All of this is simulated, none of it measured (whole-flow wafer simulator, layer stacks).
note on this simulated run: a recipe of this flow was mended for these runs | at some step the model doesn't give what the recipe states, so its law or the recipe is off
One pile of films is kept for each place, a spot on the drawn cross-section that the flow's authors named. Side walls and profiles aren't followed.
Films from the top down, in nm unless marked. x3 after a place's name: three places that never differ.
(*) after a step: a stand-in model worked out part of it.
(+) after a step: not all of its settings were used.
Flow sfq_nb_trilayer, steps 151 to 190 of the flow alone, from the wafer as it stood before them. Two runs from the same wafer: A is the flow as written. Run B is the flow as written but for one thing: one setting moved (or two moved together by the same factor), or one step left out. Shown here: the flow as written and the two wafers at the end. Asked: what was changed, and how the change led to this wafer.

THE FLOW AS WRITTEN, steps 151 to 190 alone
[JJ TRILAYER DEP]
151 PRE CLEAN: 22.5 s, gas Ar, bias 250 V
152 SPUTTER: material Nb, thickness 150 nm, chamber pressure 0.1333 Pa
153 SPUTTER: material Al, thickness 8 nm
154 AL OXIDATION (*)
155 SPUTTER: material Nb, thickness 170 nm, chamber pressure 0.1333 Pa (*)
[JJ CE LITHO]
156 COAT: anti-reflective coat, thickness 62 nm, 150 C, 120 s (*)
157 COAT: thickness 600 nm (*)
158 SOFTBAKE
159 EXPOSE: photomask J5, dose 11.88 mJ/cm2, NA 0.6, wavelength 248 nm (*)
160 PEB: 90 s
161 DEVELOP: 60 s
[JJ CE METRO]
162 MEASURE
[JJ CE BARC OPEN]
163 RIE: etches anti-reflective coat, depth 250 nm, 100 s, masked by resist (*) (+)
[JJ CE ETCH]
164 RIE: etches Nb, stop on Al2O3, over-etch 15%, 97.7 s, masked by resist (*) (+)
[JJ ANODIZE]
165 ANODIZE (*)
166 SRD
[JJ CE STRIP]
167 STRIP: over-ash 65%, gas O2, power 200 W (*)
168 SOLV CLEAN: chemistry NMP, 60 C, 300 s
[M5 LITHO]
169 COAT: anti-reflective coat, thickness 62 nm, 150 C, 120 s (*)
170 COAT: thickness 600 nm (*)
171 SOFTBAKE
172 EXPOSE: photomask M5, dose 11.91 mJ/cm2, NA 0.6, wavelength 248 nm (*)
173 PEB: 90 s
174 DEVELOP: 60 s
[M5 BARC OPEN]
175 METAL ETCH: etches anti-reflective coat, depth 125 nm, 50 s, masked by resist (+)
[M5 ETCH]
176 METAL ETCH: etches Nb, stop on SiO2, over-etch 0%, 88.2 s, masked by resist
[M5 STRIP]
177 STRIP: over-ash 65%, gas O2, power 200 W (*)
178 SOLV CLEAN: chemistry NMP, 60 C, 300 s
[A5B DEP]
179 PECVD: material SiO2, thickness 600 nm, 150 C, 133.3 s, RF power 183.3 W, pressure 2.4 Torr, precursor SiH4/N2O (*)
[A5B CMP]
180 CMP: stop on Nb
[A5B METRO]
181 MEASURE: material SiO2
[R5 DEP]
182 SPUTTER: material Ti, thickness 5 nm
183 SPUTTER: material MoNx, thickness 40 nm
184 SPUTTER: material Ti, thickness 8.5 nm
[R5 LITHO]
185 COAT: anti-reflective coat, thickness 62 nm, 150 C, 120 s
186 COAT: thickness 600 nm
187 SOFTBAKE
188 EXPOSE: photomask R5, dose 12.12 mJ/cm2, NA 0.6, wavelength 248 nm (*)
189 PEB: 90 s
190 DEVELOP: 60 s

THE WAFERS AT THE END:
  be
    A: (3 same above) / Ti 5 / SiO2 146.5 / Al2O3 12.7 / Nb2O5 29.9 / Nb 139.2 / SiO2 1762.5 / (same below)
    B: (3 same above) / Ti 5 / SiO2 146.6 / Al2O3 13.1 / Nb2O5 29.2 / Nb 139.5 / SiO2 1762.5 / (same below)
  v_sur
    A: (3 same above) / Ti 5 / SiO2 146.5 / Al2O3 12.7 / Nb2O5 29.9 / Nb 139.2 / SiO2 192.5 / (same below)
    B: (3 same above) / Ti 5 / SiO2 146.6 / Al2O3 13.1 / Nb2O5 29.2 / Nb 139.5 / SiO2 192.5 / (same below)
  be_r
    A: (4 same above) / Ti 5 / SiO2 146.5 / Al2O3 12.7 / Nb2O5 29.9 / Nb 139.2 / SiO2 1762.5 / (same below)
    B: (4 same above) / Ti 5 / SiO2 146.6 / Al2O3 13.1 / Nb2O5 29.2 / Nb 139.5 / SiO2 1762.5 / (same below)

The cause: step 164, RIE: 87.93 s was run, where the flow has 97.7 s.

How the change led to this, step by step:
  164 RIE: etches Nb, stop on Al2O3, over-etch 15%, 97.7 s, masked by resist (*) (+)
      ce_l, ce_r, wl_jj: A KrF-resist-other-grade -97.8 | B KrF-resist-other-grade -88
      c5j: A KrF-resist-other-grade -97.7 | B KrF-resist-other-grade -88
  165 ANODIZE (*)
      field_l, v_sur, via_sp and 96 more: A Al2O3 +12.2, Nb2O5 +29.9 (new film), Al -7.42 (all of it), Nb -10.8 | B Al2O3 +12.2, Nb2O5 +29.2 (new film), Al -7.42 (all of it), Nb -10.5
  167 STRIP: over-ash 65%, gas O2, power 200 W (*)
      ce_l: A KrF-resist-other-grade -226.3 (all of it), anti-reflective coat -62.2 (all of it) | B KrF-resist-other-grade -236.1 (all of it), anti-reflective coat -62.2 (all of it)
      c5j: A KrF-resist-other-grade -226.5 (all of it), anti-reflective coat -62.2 (all of it) | B KrF-resist-other-grade -236.2 (all of it), anti-reflective coat -62.2 (all of it)
      (and at 2 more places)
  169 COAT: anti-reflective coat, thickness 62 nm, 150 C, 120 s (*)
      ce_l: A anti-reflective coat +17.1 (new film) | B anti-reflective coat +16.5 (new film)
  176 METAL ETCH: etches Nb, stop on SiO2, over-etch 0%, 88.2 s, masked by resist
      field_l, res, r_end and 47 more: A Al2O3 -12.6 (all of it), Nb2O5 -29.9 (all of it), Nb -139.2 (all of it), SiO2 -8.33 | B Al2O3 -13 (all of it), Nb2O5 -29.2 (all of it), Nb -139.5 (all of it), SiO2 -8.33
      r_sur, wl_a_sl, wl_a_m6: A Al2O3 -12.5 (all of it), Nb2O5 -29.9 (all of it), Nb -139.2 (all of it), SiO2 -8.33 | B Al2O3 -12.9 (all of it), Nb2O5 -29.2 (all of it), Nb -139.5 (all of it), SiO2 -8.33
  177 STRIP: over-ash 65%, gas O2, power 200 W (*)
      ce_l: A KrF-resist-other-grade -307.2 (all of it), anti-reflective coat -17.1 (all of it) | B KrF-resist-other-grade -307.6 (all of it), anti-reflective coat -16.5 (all of it)
